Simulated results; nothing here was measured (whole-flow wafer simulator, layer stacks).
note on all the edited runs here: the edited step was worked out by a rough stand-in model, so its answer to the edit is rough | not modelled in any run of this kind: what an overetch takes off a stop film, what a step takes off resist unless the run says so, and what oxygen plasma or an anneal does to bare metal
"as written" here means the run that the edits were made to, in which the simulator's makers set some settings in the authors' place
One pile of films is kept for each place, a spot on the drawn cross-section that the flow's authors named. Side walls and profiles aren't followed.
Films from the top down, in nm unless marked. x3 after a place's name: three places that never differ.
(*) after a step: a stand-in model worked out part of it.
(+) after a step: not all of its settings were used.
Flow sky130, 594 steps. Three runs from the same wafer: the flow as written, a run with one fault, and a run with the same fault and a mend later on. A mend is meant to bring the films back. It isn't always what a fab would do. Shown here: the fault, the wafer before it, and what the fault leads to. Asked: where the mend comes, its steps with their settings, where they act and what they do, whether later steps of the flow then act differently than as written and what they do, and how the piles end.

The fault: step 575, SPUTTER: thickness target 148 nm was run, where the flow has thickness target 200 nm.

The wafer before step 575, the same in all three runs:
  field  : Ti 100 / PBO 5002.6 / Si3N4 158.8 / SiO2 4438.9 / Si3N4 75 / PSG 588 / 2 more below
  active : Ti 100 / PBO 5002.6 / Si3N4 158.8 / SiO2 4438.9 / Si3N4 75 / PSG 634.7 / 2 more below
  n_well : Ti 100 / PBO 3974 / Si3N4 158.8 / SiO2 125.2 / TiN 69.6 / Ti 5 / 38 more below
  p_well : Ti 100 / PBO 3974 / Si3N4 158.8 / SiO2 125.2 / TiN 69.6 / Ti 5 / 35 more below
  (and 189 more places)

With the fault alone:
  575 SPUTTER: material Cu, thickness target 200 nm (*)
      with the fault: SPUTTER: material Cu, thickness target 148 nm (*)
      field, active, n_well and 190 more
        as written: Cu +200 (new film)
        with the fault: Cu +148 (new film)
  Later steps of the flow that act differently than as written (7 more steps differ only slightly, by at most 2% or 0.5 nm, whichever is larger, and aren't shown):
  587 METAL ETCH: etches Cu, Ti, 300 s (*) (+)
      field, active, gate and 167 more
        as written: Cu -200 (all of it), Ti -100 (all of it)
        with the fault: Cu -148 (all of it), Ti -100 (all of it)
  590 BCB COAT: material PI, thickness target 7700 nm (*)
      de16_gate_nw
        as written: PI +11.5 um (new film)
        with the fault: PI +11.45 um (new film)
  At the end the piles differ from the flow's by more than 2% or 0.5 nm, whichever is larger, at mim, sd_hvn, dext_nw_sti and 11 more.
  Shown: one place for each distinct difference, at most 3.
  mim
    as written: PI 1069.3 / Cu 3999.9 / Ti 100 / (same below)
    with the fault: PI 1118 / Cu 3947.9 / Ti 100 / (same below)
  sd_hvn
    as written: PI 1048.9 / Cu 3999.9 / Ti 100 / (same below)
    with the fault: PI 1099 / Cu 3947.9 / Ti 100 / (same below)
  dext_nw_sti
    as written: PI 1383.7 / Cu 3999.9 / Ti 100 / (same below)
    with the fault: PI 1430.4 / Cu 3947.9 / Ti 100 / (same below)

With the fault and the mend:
  The mend comes after step 582.
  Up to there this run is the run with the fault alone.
  582a STRIP: chemistry NMP, 80 C, 900 s
      wcut_nhv, wcut_phv, wcut_fox_pw and 23 more
        i-line resist -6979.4 (all of it)
      gate_len, gate_lvt_sd_len, gate_p_sd_len, gate_p_hvt_sd_len, gate_p_lvt_sd_len, gate_len_250
        i-line resist -6982 (all of it)
      mim_edge_plate_strap, mim_edge_plate, mim_edge_gap, mim_edge_gap_sheet, vpp_l1ln
        i-line resist -6980.8 (all of it)
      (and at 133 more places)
  582b SPUTTER: material Cu, thickness target 52 nm (*) (the flow's step 575 once more, with other settings)
      field, active, n_well and 190 more
        Cu +52
  582c HMDS: 120 C, 60 s (the flow's step 577 once more)
      changes no film at any place that is followed
  582d COAT: i-line resist, thickness 7000 nm (*) (the flow's step 578 once more)
      dice_street, wcut_nhv, wcut_phv and 18 more
        i-line resist +7000 (new film)
      poly_ln, iso_pw_fox, gate_lvt_sd, active_lvt, spacer_lvt, sonos_sd, sonos_cell_x, sonos_guard_x
        i-line resist +7003.2 (new film)
      vpp_iso2, mim_edge_plate_strap, mim_edge_plate, mim_edge_gap, mim_edge_gap_sheet, gate_hv_nvt, de16_nw_sti
        i-line resist +7001.4 (new film)
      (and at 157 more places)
  582e SOFTBAKE: i-line resist, 110 C, 180 s (the flow's step 579 once more)
      de16_gate_pw, de16_pw_fp, de16_pw_sti, de16_psrc_nw
        i-line resist -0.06
      field, active_lvt
        i-line resist +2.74
      mim, vcap_hvt
        i-line resist -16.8
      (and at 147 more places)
  582f EXPOSE: photomask CU1M (the flow's step 580 once more)
      changes no film at any place that is followed
  582g PEB: i-line resist, 90 C, 60 s (the flow's step 581 once more)
      field, active, n_well and 134 more
        i-line resist -0.07
      pad
        i-line resist -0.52
  582h DEVELOP: thickness 7000 nm (*) (the flow's step 582 once more)
      field, active, gate and 167 more
        i-line resist -20.6
      n_well, p_well, sd_n, sd_p
        i-line resist -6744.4 (all of it)
      dep_nw_sti, dep_ntap_nw, de16_nw_sti
        i-line resist -7000.7 (all of it)
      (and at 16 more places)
  No later step of the flow acts differently than as written at any place that is followed.
  At the end the piles are the same as the flow's at every place that both follow.
